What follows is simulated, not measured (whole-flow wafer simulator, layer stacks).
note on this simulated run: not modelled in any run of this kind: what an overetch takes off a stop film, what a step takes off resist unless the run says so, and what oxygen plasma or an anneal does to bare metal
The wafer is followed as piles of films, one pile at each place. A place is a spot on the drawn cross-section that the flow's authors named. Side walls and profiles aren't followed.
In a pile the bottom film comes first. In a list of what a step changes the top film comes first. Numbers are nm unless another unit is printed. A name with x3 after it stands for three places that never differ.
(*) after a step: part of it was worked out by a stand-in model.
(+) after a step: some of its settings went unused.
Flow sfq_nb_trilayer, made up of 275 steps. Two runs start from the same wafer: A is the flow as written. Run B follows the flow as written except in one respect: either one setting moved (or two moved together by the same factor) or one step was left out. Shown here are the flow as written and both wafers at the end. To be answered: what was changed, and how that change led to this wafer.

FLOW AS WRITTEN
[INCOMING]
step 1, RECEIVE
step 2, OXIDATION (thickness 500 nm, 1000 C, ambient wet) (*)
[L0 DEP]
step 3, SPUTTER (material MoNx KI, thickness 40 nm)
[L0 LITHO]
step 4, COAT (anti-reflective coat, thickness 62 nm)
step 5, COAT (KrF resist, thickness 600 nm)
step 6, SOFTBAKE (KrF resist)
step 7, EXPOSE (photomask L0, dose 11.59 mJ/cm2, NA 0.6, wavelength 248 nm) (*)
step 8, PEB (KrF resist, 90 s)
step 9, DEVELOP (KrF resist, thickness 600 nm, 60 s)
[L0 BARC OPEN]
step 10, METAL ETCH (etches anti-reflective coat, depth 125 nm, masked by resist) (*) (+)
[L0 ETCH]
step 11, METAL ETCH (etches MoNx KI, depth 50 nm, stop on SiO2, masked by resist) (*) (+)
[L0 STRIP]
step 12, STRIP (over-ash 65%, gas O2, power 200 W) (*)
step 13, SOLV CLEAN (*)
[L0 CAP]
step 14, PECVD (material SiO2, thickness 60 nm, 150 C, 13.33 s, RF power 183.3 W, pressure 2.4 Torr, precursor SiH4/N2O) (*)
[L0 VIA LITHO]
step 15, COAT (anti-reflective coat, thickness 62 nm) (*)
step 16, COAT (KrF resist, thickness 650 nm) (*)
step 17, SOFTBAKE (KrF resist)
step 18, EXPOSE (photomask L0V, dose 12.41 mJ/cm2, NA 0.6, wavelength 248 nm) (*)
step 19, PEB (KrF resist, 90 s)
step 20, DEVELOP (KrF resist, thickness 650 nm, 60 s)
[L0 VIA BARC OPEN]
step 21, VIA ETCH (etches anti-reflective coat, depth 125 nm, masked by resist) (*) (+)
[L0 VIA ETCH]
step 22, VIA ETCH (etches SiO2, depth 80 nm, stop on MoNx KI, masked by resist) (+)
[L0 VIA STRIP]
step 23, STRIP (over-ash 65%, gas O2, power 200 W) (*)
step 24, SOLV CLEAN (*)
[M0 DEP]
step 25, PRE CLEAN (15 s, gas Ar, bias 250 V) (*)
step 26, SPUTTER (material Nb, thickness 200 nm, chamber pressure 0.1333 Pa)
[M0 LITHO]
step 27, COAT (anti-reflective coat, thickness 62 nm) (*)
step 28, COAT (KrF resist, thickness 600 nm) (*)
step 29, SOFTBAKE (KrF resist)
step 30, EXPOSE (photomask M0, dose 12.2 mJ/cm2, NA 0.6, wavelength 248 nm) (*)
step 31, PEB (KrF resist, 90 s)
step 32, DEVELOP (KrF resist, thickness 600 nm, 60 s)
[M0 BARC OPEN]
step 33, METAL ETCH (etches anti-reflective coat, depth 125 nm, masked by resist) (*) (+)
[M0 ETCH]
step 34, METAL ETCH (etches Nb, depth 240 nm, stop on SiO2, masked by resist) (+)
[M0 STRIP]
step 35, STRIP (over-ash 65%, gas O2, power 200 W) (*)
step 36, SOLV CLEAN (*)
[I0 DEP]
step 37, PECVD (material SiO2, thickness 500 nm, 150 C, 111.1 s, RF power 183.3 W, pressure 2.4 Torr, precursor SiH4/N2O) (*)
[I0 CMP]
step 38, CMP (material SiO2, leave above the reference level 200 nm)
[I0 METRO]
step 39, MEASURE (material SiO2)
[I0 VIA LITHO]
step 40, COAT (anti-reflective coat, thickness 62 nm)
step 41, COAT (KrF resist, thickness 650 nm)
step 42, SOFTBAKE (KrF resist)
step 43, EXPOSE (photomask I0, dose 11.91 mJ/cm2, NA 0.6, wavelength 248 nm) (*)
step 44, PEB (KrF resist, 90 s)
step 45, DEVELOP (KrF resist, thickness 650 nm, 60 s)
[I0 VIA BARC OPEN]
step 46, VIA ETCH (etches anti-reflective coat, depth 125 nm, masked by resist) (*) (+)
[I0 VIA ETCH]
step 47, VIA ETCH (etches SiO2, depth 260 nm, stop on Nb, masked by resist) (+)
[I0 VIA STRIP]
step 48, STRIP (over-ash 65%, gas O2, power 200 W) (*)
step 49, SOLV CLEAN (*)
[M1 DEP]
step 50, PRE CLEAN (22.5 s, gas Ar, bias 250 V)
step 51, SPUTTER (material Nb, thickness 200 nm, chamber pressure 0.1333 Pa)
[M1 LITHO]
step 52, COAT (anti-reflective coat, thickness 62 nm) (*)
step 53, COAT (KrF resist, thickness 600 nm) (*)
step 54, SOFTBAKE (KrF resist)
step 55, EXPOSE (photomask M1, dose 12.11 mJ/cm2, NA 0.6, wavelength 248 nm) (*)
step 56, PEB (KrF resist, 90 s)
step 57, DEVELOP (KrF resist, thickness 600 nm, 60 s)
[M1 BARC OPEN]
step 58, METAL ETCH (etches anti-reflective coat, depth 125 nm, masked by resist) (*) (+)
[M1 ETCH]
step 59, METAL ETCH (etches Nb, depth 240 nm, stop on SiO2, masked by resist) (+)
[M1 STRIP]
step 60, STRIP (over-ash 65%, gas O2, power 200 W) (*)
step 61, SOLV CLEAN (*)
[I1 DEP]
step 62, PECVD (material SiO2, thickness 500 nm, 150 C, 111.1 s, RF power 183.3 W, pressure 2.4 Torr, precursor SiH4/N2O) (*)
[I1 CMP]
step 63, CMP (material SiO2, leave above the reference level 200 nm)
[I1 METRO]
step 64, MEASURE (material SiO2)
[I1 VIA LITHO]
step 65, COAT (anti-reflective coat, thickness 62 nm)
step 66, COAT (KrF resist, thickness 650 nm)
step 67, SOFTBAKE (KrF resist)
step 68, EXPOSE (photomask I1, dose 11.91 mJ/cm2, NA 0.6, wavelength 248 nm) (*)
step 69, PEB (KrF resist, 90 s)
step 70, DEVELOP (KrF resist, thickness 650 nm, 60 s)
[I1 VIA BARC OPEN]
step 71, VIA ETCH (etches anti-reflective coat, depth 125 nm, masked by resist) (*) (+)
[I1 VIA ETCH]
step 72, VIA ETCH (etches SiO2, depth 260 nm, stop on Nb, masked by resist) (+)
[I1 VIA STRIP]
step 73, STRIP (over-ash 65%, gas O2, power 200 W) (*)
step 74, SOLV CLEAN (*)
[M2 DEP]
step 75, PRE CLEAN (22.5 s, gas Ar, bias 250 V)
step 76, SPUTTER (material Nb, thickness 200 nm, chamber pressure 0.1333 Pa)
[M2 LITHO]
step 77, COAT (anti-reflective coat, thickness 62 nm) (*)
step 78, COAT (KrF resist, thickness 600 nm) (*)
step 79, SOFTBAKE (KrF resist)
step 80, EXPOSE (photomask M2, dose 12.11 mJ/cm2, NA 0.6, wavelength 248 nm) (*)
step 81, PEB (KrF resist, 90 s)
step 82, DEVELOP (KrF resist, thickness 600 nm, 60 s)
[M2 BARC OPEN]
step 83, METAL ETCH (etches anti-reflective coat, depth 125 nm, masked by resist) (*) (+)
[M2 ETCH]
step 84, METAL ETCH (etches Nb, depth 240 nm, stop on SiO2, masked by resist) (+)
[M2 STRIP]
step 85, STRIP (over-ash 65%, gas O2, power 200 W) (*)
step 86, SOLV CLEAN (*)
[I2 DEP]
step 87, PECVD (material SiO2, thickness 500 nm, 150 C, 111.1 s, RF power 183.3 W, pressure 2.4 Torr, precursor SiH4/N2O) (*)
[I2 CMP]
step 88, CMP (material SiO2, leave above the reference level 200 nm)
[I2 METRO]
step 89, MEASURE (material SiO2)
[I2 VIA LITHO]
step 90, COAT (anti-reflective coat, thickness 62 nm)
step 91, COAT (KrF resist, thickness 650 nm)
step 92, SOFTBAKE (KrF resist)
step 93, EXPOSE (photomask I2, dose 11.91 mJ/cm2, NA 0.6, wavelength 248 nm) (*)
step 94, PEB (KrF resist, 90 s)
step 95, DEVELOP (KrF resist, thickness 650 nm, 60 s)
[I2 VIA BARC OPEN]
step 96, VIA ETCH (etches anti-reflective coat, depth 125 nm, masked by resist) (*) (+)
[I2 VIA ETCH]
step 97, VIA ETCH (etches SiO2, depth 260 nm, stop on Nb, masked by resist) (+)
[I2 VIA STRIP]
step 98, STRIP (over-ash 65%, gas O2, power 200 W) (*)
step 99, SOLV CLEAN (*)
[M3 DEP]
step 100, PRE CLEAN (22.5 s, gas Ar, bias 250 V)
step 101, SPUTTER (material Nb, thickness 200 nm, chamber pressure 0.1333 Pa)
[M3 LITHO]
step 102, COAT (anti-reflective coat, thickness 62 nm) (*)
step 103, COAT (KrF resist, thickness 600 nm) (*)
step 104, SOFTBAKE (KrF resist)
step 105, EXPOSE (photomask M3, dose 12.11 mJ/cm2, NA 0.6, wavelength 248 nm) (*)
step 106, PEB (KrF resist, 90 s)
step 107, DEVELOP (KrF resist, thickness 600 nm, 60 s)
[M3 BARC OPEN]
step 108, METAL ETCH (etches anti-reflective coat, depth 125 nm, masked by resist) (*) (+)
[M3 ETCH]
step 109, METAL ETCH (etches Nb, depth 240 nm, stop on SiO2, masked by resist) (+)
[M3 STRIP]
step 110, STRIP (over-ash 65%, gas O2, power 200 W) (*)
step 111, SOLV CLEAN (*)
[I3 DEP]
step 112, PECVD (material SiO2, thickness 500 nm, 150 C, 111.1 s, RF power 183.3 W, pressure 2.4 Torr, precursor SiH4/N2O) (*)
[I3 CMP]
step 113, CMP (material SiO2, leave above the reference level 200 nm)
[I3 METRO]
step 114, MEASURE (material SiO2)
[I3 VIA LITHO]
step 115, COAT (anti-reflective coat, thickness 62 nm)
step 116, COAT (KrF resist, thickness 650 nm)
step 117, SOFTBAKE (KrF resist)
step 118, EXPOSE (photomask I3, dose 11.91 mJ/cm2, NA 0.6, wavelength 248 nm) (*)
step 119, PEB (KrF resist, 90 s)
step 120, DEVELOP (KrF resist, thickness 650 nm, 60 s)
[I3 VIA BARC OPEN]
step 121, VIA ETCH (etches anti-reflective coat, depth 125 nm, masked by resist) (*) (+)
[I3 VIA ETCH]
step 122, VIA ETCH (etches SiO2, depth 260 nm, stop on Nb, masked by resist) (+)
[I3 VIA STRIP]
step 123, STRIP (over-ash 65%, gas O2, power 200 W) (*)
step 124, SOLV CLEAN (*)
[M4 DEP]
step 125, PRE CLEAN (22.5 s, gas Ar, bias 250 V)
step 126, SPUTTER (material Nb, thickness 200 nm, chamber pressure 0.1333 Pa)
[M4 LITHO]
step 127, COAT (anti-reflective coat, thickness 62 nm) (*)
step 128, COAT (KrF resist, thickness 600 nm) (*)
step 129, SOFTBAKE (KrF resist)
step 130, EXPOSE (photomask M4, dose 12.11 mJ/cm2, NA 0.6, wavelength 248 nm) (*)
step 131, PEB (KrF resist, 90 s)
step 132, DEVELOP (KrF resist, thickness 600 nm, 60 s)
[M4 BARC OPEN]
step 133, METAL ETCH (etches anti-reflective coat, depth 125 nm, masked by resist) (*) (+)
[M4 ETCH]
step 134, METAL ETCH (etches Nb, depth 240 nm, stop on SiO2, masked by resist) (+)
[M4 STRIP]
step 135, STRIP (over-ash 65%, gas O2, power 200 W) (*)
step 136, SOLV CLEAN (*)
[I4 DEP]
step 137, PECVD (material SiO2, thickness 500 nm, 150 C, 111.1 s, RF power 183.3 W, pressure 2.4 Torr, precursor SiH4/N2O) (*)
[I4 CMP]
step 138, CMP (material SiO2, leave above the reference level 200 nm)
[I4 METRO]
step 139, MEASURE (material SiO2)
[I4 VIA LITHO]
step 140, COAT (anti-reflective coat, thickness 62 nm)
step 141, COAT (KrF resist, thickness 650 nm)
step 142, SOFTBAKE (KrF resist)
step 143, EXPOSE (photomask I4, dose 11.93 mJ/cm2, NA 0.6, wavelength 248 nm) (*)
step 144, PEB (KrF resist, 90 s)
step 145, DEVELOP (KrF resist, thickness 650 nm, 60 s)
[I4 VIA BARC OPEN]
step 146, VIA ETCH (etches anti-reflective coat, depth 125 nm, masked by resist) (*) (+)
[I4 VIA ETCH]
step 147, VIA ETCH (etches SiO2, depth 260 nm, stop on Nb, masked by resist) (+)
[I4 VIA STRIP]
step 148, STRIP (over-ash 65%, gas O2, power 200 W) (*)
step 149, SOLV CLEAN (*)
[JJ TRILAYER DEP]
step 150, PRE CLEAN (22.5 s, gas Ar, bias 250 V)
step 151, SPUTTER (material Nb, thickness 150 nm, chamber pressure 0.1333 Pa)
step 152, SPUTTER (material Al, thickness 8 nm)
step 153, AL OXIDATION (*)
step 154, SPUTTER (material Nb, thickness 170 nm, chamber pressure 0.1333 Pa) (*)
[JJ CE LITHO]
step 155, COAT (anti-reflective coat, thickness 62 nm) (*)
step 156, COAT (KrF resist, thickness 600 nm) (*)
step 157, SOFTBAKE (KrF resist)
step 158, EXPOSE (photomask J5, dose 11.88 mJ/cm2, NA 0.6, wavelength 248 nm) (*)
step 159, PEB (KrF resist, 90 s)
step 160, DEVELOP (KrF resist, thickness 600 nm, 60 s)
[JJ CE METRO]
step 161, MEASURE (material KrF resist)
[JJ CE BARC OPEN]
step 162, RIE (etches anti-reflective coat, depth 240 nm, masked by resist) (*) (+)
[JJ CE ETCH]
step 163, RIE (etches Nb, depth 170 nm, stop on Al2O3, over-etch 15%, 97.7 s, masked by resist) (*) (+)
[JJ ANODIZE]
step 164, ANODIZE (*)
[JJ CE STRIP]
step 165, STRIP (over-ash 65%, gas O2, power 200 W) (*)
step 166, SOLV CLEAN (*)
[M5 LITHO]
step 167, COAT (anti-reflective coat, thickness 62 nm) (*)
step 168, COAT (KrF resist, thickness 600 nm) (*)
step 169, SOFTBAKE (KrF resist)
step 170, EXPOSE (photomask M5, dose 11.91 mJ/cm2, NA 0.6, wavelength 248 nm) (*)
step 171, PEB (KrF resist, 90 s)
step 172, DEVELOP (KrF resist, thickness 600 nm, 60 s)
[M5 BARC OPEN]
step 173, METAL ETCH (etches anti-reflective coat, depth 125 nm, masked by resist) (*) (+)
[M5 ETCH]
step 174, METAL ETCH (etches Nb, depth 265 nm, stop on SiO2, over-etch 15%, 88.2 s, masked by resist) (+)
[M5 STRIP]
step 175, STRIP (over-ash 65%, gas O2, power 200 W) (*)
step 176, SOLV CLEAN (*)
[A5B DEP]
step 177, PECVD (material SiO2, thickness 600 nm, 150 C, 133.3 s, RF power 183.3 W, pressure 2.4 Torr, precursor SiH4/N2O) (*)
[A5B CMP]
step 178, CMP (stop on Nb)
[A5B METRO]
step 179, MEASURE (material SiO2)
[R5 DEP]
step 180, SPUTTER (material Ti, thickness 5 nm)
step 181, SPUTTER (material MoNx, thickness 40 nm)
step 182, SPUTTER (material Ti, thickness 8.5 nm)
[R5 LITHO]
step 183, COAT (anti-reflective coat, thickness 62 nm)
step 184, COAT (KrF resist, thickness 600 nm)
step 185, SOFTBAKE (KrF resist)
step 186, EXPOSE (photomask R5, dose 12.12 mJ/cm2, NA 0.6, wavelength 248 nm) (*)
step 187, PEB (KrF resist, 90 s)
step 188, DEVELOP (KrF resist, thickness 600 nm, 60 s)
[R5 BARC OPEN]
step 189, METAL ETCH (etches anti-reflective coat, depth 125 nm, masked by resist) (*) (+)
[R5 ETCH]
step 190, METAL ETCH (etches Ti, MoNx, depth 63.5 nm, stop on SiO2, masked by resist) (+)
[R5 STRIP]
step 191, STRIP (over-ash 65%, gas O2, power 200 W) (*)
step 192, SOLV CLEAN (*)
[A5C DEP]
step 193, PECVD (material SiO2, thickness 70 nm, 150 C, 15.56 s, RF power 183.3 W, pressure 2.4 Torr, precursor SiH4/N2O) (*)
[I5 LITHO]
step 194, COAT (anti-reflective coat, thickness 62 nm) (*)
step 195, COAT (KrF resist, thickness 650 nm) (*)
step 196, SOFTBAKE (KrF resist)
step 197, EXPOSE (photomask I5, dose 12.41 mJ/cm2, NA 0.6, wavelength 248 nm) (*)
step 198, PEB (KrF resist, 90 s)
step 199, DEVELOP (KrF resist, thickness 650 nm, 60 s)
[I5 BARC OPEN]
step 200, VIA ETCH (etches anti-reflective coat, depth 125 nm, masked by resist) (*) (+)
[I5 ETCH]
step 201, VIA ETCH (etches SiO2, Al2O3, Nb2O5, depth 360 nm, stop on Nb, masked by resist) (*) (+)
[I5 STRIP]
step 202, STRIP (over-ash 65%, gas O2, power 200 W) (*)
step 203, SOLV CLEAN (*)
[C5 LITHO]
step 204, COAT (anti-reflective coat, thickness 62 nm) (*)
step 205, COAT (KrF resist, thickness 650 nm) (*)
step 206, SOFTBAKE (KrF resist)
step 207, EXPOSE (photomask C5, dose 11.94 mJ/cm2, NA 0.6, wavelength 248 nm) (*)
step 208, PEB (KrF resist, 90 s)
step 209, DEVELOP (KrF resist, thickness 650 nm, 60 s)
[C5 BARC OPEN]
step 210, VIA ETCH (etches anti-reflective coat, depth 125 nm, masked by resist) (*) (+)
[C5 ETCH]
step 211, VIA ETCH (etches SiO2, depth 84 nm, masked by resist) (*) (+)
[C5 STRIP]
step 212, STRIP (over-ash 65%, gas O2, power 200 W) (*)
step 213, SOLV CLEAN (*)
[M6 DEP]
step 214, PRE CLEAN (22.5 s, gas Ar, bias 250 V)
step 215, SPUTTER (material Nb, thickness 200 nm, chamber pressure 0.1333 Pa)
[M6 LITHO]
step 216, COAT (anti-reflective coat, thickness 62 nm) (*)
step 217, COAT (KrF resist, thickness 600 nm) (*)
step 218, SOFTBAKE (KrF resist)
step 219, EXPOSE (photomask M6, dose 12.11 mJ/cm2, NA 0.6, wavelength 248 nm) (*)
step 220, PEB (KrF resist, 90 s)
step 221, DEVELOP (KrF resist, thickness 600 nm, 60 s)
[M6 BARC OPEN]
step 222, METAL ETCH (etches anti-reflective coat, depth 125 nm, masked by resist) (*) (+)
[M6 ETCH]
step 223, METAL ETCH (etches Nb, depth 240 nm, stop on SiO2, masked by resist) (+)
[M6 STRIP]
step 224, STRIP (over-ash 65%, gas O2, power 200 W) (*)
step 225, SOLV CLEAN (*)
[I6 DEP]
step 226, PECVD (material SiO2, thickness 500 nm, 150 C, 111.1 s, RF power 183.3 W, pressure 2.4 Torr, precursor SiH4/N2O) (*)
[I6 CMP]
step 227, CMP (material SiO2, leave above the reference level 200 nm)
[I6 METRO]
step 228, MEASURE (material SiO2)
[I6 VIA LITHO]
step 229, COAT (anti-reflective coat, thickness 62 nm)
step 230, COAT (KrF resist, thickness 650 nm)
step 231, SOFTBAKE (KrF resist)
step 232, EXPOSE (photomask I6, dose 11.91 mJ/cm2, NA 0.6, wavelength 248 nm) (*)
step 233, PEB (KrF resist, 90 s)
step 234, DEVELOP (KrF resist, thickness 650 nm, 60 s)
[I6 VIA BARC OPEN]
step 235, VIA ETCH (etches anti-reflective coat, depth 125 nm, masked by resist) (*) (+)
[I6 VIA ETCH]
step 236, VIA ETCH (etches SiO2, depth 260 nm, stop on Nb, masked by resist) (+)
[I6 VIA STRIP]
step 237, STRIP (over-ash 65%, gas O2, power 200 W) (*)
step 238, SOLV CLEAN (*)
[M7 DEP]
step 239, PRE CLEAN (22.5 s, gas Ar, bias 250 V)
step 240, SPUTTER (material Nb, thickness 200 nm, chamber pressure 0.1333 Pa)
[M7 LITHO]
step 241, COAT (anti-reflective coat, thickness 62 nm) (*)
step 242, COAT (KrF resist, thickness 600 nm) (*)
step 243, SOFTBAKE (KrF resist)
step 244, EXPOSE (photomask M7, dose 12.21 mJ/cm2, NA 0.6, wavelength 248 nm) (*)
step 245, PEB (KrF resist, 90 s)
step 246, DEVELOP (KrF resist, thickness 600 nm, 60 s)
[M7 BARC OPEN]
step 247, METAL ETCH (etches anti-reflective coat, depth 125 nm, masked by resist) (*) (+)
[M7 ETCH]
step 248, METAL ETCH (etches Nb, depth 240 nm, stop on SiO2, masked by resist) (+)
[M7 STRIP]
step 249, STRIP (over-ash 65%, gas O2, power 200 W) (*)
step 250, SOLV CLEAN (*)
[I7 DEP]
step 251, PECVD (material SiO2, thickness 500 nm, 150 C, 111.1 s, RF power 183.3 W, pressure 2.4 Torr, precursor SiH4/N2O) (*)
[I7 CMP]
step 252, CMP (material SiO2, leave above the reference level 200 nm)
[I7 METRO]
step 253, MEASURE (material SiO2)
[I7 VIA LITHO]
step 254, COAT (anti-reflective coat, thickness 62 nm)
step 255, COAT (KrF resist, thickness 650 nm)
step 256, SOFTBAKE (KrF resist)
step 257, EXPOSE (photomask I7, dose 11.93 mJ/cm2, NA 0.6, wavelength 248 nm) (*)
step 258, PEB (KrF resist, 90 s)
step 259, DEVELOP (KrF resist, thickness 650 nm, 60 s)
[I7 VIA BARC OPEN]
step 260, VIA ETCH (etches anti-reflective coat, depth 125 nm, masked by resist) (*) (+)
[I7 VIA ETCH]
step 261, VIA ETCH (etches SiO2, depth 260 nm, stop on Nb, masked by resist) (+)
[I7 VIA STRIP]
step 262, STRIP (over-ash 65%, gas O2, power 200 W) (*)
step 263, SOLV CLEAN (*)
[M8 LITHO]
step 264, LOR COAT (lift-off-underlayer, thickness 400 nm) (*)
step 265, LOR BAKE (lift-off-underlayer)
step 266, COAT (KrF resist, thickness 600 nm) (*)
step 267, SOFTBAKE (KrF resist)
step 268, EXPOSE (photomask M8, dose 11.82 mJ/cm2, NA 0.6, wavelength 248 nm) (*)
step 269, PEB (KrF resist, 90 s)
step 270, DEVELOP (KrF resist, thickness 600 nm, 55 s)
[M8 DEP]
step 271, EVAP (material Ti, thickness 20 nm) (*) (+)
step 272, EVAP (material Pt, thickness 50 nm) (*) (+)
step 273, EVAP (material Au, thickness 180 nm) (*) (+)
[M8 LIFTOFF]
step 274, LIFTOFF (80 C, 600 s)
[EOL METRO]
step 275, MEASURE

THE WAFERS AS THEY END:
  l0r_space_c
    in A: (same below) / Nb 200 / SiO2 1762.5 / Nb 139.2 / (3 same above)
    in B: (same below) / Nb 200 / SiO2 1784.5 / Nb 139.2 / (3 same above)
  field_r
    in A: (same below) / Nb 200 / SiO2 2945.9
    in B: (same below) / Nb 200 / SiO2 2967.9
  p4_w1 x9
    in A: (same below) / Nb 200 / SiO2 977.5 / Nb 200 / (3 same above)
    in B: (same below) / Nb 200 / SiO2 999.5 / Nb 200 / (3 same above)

The reason: step 51, SPUTTER: thickness 222 nm was run, though the flow has thickness 200 nm.

How this came from the change, step by step:
  step 51, SPUTTER (material Nb, thickness 200 nm, chamber pressure 0.1333 Pa)
      field_l, v_sur, via_wl and 102 more: A Nb gains 200 (new film) | B Nb gains 222 (new film)
      via_w: A Nb gains 174.5 | B Nb gains 194
  step 52, COAT (anti-reflective coat, thickness 62 nm) (*)
      via_wl: A anti-reflective coat gains 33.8 (new film) | B anti-reflective coat gains 34.8 (new film)
  step 59, METAL ETCH (etches Nb, depth 240 nm, stop on SiO2, masked by resist) (+)
      field_l, be, be_sur and 79 more: A Nb loses 200 (all of it) | B Nb loses 222 (all of it)
  step 60, STRIP (over-ash 65%, gas O2, power 200 W) (*)
      via_wl: A KrF resist loses 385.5 (all of it), anti-reflective coat loses 33.8 (all of it) | B KrF resist loses 384.5 (all of it), anti-reflective coat loses 34.8 (all of it)
  step 62, PECVD (material SiO2, thickness 500 nm, 150 C, 111.1 s, RF power 183.3 W, pressure 2.4 Torr, precursor SiH4/N2O) (*)
      wl_d_sl, wl_d_sr: A SiO2 gains 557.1 | B SiO2 gains 579.1
  step 63, CMP (material SiO2, leave above the reference level 200 nm)
      field_l, be, be_sur and 72 more: A SiO2 loses 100 | B SiO2 loses 78
      lsp_m, ln_m6, lsp_r, l0_sur, l0v: A SiO2 loses 94.9 | B SiO2 loses 72.3
